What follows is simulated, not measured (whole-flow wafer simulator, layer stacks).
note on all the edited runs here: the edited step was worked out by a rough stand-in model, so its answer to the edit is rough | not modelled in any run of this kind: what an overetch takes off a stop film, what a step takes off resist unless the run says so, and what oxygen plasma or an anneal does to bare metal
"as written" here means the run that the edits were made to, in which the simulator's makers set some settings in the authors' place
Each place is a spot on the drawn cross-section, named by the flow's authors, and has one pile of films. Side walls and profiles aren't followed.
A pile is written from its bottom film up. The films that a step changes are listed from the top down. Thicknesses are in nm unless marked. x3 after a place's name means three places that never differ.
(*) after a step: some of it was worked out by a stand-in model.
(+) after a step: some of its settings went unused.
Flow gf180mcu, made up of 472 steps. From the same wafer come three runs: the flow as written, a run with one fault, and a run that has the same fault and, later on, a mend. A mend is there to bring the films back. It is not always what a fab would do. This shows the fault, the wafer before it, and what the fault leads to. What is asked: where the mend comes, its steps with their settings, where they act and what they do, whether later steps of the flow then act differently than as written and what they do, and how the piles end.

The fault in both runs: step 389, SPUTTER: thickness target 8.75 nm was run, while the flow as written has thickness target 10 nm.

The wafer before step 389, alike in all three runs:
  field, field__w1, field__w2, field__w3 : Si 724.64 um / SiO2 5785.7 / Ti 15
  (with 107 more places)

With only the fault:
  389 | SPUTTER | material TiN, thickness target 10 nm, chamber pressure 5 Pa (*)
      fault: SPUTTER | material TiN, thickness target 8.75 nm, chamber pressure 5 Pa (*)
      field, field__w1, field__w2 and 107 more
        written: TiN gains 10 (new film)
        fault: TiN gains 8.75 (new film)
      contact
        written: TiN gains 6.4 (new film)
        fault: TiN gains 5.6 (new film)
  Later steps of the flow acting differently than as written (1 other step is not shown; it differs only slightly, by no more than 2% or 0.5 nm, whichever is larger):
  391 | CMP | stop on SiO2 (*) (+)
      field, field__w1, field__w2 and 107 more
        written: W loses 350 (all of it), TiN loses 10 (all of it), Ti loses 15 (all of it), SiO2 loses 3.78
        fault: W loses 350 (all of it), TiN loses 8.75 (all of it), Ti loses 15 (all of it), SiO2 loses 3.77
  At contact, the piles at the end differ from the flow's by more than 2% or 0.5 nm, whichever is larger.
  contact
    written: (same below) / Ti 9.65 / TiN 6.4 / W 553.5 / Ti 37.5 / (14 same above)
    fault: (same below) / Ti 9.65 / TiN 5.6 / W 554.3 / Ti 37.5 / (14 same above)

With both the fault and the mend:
  After step 389 comes the mend.
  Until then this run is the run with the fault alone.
  389a | SPUTTER | material TiN, thickness target 1.25 nm, chamber pressure 5 Pa (*) (a further turn of the flow's step 389, with different settings)
      field, field__w1, field__w2 and 107 more
        TiN gains 1.25
      contact
        TiN gains 0.8
  Every later step of the flow that is run acts as written at every place that is followed.
  By the end, the piles equal the flow's at every place that both follow.
